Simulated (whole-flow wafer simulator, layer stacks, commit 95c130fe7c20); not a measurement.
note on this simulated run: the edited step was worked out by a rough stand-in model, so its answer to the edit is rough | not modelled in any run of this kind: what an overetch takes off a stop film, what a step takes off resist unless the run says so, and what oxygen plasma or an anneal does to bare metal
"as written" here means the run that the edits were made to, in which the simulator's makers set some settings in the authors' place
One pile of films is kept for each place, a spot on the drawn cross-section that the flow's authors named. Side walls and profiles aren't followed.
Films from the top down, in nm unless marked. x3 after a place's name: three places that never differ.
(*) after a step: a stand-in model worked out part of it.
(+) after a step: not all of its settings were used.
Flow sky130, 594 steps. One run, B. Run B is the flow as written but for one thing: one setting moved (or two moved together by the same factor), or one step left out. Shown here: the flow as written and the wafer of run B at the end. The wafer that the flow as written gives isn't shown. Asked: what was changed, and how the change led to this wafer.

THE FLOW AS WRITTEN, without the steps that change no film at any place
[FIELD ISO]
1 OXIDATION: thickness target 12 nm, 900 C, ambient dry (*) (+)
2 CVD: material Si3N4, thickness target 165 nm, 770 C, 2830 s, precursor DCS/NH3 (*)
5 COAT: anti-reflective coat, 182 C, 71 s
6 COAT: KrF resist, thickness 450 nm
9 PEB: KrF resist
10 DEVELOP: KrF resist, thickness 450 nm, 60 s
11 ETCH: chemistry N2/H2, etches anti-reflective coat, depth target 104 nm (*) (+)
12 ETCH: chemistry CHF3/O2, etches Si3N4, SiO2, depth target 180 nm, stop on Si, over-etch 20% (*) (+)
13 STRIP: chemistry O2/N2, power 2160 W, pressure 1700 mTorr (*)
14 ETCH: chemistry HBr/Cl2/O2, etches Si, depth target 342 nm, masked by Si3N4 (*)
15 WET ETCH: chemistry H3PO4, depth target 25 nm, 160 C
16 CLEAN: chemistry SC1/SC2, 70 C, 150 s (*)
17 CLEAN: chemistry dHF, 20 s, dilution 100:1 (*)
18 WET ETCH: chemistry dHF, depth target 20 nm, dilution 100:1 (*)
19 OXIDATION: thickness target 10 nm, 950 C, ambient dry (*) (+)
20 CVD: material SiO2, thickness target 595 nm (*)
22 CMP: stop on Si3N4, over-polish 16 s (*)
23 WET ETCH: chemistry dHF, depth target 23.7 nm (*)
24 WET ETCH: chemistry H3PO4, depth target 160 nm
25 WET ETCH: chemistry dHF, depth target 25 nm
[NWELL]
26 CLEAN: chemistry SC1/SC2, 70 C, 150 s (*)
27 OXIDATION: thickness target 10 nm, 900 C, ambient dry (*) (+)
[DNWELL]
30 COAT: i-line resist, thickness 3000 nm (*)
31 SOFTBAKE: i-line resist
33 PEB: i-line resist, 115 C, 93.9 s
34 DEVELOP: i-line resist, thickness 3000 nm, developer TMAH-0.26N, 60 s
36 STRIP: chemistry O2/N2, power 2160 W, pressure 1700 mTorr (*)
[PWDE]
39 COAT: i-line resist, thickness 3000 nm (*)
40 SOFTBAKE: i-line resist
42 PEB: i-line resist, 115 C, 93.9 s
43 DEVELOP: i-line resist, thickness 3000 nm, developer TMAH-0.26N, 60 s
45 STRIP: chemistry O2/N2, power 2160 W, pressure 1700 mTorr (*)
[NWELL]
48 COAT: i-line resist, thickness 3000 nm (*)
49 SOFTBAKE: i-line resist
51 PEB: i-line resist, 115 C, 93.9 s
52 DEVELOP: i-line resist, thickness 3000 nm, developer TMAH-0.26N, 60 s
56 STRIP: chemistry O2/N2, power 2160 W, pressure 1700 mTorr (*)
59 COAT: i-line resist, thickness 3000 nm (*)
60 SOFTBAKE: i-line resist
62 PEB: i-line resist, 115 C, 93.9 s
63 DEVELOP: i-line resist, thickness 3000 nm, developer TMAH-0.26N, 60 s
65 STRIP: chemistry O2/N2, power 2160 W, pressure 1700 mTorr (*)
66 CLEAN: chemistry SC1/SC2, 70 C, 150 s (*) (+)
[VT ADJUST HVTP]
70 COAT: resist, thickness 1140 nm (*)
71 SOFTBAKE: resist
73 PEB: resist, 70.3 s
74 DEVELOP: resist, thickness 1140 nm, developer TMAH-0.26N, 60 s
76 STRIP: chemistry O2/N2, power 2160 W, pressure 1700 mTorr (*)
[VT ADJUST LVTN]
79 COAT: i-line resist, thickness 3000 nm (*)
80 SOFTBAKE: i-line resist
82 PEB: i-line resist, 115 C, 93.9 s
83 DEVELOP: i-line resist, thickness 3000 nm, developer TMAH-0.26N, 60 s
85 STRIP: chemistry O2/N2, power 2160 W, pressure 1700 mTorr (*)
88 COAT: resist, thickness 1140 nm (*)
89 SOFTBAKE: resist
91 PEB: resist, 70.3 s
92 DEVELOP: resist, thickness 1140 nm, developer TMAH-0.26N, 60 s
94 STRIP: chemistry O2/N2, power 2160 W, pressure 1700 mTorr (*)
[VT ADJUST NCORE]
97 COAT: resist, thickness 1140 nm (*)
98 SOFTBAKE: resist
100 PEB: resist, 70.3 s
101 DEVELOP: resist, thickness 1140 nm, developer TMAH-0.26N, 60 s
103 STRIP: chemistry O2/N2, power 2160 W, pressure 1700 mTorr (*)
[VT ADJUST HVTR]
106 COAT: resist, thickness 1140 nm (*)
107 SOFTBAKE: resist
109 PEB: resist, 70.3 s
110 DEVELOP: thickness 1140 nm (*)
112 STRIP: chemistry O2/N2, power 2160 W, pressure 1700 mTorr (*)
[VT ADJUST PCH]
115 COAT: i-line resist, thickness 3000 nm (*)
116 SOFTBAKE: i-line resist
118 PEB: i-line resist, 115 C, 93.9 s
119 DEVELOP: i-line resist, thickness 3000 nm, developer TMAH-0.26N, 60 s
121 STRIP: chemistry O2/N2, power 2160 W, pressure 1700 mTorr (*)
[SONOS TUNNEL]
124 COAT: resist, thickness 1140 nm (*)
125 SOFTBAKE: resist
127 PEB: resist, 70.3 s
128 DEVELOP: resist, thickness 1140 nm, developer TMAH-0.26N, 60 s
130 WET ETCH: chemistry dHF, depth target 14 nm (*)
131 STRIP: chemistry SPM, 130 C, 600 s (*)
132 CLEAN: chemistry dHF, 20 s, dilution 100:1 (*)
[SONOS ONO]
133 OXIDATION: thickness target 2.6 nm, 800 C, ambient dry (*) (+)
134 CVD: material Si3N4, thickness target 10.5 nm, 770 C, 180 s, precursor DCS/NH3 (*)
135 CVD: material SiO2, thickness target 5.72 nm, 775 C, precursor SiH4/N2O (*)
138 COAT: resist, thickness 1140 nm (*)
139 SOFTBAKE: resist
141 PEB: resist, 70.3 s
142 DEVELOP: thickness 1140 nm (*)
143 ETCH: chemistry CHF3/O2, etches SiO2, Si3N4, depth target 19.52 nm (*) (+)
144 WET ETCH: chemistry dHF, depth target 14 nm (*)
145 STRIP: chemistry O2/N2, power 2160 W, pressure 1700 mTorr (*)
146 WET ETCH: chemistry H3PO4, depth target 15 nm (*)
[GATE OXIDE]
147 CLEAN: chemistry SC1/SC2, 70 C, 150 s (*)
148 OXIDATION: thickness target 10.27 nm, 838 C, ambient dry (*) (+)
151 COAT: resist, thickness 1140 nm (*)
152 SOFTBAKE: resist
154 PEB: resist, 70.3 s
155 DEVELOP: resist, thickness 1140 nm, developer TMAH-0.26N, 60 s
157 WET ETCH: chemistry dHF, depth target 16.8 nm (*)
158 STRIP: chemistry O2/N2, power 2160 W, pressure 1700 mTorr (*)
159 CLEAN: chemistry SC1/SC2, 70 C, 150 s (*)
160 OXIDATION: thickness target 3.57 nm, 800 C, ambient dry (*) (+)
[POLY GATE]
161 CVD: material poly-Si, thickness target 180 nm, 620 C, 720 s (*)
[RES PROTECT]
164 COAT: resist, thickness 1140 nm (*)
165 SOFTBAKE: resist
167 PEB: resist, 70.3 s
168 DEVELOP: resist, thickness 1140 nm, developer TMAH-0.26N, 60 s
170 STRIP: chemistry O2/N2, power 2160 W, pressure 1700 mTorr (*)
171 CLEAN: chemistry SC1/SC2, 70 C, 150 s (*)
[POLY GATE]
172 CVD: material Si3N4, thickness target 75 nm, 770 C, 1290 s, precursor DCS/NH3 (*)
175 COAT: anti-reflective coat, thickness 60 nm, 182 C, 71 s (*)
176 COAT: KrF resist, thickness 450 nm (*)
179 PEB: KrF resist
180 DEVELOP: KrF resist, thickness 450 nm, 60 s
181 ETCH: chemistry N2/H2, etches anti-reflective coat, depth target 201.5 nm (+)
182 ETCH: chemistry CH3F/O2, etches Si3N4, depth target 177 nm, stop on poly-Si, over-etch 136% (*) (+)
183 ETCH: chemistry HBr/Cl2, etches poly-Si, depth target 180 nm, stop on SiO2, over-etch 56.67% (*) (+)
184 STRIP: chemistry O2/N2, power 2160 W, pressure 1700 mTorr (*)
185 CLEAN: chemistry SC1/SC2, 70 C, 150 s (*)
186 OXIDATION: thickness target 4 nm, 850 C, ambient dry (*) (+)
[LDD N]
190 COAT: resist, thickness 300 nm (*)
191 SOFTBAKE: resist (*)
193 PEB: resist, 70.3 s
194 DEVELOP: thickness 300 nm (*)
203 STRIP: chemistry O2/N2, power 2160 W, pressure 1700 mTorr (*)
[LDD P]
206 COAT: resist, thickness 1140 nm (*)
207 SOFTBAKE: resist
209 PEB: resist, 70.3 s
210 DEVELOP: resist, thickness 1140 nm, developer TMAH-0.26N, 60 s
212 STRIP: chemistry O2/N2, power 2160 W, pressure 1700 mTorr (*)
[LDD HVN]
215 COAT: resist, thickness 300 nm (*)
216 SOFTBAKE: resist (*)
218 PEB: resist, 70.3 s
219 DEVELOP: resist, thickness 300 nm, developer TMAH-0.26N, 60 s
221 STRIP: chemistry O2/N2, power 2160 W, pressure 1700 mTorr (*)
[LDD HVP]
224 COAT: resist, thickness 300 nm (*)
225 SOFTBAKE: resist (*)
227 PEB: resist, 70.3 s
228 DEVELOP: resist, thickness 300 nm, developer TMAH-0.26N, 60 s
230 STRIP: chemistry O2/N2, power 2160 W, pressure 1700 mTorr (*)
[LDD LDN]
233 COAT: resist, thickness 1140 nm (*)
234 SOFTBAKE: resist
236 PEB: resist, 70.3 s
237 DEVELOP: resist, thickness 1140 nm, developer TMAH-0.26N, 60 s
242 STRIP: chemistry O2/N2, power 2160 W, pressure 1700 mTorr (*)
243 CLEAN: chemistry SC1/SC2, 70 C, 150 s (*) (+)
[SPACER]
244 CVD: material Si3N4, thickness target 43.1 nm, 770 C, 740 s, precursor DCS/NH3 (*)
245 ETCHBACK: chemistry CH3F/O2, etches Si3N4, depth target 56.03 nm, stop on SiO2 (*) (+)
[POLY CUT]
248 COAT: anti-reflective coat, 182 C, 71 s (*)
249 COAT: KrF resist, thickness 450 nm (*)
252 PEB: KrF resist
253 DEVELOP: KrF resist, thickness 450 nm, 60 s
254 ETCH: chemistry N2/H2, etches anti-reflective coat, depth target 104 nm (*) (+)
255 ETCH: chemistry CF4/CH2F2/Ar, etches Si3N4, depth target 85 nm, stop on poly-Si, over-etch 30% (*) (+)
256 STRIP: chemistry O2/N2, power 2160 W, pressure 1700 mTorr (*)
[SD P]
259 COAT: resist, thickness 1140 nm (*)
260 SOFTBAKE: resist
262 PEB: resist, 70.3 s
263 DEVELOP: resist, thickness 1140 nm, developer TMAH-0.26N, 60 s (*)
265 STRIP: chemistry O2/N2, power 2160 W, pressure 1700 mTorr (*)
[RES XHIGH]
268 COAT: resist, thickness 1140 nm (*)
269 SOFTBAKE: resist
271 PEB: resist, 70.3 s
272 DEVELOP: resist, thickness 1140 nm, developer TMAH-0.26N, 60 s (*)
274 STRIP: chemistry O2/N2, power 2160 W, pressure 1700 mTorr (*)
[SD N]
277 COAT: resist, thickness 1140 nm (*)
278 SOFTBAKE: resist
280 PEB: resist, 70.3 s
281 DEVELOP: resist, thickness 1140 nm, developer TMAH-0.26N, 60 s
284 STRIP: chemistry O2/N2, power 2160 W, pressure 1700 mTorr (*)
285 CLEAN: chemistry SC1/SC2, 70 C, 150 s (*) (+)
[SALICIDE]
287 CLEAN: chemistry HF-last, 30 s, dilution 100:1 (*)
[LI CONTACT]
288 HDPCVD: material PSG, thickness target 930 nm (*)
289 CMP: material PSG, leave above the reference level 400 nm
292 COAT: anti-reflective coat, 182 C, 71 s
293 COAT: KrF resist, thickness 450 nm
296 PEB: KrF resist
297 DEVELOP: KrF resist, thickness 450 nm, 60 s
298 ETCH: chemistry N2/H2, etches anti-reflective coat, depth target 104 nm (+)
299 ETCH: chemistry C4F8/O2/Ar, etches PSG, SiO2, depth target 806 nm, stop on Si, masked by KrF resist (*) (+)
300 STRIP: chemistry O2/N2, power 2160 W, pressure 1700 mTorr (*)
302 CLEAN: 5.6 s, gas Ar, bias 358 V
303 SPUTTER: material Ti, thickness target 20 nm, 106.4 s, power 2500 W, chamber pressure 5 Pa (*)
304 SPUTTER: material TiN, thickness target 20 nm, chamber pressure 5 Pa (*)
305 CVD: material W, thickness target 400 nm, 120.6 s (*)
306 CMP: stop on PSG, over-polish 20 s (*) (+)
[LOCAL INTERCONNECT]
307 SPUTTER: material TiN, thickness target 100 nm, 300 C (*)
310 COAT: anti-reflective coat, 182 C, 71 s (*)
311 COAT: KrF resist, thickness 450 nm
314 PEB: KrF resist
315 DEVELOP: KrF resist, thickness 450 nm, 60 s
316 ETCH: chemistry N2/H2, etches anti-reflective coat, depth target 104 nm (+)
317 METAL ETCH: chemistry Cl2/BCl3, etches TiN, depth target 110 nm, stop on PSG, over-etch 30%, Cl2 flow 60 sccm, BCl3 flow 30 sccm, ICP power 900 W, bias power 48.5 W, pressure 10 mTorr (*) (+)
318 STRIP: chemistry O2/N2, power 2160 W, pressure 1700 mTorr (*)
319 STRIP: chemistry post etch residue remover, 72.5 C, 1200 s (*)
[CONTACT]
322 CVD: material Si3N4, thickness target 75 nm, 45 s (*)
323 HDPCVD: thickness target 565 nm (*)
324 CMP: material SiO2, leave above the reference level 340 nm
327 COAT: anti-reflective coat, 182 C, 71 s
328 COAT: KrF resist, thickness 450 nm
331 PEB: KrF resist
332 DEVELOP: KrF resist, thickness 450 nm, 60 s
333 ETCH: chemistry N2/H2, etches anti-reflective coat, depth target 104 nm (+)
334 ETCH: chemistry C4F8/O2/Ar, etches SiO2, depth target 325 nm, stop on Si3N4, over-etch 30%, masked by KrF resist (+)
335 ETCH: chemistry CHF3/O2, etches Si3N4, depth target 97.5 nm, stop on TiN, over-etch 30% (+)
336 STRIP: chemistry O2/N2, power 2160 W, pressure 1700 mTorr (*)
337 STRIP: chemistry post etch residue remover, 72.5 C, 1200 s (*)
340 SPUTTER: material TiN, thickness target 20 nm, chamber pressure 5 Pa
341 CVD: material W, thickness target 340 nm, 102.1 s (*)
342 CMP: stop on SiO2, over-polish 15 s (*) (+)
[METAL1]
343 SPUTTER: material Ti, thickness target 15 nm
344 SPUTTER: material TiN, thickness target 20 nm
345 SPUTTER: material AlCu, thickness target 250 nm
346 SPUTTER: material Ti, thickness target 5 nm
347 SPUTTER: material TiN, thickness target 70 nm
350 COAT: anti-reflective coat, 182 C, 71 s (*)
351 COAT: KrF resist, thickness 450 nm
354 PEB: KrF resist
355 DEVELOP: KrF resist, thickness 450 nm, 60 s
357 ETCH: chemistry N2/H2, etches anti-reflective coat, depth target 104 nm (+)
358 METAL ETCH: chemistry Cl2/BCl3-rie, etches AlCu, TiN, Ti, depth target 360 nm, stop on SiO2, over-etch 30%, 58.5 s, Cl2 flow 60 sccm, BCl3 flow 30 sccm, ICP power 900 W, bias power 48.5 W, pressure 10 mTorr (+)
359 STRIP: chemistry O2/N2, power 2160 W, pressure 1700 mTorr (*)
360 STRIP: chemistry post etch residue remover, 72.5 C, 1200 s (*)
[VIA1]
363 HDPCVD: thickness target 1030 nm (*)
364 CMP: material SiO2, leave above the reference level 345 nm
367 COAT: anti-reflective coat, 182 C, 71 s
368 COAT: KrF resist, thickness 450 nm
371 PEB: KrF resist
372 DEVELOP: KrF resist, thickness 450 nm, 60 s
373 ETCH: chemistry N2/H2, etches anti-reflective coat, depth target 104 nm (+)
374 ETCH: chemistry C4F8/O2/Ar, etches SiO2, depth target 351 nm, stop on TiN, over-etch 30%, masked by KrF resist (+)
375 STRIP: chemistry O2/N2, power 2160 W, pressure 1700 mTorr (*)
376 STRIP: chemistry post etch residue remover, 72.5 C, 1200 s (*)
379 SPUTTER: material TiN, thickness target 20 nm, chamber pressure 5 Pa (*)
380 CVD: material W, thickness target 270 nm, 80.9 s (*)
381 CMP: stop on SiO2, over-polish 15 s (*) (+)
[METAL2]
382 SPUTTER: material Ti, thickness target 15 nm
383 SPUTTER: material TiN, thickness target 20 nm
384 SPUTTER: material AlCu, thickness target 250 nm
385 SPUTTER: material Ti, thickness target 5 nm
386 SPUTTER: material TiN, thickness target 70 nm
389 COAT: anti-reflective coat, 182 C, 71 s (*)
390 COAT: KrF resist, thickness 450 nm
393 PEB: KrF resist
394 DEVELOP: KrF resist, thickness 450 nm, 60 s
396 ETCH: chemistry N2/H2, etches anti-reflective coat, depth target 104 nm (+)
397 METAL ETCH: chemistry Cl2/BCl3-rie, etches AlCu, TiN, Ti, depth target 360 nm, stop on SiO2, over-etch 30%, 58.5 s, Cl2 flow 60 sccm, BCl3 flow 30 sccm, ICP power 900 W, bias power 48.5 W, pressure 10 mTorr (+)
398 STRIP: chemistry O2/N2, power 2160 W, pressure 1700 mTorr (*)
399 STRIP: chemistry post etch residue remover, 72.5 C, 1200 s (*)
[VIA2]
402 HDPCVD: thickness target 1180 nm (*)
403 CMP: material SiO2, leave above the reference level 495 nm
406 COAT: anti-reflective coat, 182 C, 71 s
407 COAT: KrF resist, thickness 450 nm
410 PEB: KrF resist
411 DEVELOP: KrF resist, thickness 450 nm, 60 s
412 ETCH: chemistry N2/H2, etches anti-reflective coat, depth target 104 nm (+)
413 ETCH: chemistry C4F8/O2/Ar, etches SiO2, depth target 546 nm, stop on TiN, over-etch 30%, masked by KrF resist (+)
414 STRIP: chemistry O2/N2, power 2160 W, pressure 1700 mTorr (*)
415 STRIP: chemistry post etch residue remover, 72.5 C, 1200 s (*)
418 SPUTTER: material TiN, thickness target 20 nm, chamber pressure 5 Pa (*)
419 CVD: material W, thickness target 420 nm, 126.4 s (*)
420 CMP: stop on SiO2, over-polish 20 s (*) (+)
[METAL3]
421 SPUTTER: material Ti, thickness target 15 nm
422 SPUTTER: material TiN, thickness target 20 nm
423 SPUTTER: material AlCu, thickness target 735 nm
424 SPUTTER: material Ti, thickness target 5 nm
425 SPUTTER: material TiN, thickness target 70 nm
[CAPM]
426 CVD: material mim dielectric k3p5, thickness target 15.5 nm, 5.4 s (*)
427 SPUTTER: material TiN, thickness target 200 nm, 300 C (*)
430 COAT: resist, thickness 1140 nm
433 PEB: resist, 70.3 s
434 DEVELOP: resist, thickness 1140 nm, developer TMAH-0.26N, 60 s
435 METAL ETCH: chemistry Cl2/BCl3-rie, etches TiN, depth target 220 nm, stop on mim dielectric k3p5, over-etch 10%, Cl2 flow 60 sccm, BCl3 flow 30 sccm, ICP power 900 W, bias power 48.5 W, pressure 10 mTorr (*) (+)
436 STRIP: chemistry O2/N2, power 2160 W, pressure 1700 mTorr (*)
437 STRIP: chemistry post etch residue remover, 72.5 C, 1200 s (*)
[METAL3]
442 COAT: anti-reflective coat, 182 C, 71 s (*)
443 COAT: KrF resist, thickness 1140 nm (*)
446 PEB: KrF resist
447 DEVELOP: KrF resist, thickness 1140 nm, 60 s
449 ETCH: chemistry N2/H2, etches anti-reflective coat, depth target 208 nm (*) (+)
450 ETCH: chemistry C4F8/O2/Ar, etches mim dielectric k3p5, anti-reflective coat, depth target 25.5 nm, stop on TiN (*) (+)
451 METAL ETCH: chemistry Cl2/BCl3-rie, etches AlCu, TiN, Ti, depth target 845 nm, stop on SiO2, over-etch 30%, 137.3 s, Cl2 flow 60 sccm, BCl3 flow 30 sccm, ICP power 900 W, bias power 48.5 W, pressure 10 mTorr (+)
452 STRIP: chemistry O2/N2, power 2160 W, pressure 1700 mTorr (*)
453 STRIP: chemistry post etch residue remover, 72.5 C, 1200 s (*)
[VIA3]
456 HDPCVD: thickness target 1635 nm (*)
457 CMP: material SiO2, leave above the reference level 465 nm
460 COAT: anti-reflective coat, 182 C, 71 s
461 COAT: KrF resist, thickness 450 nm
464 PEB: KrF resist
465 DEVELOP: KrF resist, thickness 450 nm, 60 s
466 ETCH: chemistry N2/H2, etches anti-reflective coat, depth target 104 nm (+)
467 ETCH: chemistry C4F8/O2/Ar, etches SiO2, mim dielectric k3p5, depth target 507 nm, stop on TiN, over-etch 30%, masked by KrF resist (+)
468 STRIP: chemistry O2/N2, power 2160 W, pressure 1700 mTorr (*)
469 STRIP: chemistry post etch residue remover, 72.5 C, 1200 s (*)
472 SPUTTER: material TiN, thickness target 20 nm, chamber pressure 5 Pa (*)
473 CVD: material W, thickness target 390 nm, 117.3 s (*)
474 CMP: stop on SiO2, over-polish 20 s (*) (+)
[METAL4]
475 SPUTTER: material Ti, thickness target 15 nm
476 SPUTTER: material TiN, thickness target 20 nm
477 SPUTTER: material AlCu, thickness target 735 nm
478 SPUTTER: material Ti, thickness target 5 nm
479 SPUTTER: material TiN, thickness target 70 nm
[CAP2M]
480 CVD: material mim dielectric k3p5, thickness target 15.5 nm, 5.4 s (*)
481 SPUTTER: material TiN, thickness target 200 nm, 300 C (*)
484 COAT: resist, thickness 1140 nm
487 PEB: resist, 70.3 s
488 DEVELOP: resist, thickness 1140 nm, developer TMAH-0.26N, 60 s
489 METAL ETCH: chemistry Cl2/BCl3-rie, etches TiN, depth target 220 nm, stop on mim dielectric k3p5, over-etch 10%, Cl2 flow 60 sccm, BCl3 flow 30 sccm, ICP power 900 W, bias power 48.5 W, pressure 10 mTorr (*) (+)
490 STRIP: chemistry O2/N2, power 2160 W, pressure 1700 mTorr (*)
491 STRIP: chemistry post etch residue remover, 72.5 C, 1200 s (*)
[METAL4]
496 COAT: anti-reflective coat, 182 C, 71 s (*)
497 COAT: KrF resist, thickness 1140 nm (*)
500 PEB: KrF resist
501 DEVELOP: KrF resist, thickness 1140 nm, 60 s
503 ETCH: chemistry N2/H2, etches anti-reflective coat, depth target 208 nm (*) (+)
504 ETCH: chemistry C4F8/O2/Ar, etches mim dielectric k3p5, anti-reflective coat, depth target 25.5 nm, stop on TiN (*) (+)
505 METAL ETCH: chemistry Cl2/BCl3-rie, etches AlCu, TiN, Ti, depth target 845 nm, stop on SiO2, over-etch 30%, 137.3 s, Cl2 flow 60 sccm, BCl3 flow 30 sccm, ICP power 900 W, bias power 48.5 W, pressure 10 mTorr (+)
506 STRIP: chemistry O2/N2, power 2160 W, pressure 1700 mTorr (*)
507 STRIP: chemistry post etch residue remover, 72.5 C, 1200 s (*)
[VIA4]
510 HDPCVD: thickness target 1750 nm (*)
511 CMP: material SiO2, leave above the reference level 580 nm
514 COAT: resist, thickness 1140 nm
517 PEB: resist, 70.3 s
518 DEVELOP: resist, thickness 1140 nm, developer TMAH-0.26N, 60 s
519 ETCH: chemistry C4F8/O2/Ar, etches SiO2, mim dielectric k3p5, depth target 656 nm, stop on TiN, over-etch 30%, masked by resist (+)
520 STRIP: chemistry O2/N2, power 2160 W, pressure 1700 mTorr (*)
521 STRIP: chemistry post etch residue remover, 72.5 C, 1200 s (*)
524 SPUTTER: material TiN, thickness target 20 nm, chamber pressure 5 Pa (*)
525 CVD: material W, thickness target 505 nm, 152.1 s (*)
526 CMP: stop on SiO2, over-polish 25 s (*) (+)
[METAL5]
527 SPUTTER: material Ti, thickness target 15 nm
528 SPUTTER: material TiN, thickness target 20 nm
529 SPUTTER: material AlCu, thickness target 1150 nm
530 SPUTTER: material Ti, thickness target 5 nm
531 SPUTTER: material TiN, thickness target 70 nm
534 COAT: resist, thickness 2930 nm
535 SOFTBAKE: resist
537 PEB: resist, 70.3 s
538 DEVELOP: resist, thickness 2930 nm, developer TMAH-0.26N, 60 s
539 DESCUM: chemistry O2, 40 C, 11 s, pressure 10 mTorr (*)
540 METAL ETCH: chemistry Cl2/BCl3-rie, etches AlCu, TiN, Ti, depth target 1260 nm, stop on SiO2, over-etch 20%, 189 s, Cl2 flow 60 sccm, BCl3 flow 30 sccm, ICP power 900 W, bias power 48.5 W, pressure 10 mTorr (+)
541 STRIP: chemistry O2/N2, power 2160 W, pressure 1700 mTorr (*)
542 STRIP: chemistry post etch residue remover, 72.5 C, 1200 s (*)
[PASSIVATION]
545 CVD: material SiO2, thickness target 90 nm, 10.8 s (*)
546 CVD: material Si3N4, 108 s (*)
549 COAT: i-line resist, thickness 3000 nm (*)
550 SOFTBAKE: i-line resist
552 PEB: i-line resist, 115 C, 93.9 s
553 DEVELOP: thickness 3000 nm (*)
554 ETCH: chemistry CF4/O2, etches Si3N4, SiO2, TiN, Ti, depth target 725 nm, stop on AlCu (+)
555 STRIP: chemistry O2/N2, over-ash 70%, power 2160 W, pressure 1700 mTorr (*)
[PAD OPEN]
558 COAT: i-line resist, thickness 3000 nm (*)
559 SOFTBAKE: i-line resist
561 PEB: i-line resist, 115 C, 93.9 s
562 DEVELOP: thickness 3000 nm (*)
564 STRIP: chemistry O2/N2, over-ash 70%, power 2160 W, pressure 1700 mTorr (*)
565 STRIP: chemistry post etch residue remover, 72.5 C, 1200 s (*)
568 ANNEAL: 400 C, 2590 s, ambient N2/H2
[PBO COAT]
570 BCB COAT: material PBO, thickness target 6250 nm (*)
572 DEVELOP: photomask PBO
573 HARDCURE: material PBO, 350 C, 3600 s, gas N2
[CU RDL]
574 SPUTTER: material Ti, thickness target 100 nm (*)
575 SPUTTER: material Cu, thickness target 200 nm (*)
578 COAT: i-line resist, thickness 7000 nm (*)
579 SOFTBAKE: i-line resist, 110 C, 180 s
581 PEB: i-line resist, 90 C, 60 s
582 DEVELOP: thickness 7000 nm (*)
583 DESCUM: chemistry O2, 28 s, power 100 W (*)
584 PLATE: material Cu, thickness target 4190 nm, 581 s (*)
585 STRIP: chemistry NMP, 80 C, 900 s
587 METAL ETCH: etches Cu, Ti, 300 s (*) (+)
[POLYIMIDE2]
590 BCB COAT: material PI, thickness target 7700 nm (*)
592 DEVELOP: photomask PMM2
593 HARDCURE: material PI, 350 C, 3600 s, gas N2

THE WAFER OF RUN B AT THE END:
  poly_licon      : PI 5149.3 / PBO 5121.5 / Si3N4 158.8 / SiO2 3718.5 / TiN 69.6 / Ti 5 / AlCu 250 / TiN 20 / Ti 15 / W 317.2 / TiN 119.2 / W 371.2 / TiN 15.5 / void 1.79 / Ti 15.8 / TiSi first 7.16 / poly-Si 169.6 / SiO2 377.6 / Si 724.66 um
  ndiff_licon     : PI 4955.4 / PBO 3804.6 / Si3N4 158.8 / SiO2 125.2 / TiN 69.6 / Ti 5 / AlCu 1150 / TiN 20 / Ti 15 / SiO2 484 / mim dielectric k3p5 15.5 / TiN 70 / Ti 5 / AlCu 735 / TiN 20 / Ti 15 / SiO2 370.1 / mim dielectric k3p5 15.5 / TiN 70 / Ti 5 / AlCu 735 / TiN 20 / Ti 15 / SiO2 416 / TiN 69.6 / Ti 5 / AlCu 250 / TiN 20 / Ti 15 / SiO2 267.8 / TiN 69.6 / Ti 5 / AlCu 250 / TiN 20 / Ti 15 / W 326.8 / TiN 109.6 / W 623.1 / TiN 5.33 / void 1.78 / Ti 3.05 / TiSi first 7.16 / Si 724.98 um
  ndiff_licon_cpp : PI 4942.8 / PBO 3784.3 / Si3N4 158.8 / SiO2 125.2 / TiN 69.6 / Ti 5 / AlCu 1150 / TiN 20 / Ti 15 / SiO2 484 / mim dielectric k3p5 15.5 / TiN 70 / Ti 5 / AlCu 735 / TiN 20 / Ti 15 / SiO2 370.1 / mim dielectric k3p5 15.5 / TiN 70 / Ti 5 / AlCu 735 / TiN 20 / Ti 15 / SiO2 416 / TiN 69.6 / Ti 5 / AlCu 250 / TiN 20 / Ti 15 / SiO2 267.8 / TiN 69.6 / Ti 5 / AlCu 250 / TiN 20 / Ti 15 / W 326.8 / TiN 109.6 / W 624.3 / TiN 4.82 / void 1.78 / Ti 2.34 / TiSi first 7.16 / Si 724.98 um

The cause: step 304, SPUTTER: thickness target 15.5 nm was run, where the flow has thickness target 20 nm.
It can be read off the wafer: poly_licon has TiN 15.5, and step 304 as written asks for 20 nm.

How the change led to this, step by step:
  304 SPUTTER: material TiN, thickness target 20 nm, chamber pressure 5 Pa (*)
      field, active, n_well and 185 more: TiN +15.5 (new film) (as written it would be: TiN +20 (new film))
      ndiff_licon: TiN +5.33 (new film) (as written it would be: TiN +6.83 (new film))
      (and at 2 more places)
  306 CMP: stop on PSG, over-polish 20 s (*) (+)
      field, active, n_well and 184 more: W -400 (all of it), TiN -15.5 (all of it), Ti -20 (all of it), PSG -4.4 (as written it would be: W -400 (all of it), TiN -20 (all of it), Ti -20 (all of it), PSG -4.4)
      poly_licon: W -28.8 (as written it would be: W -33.3)
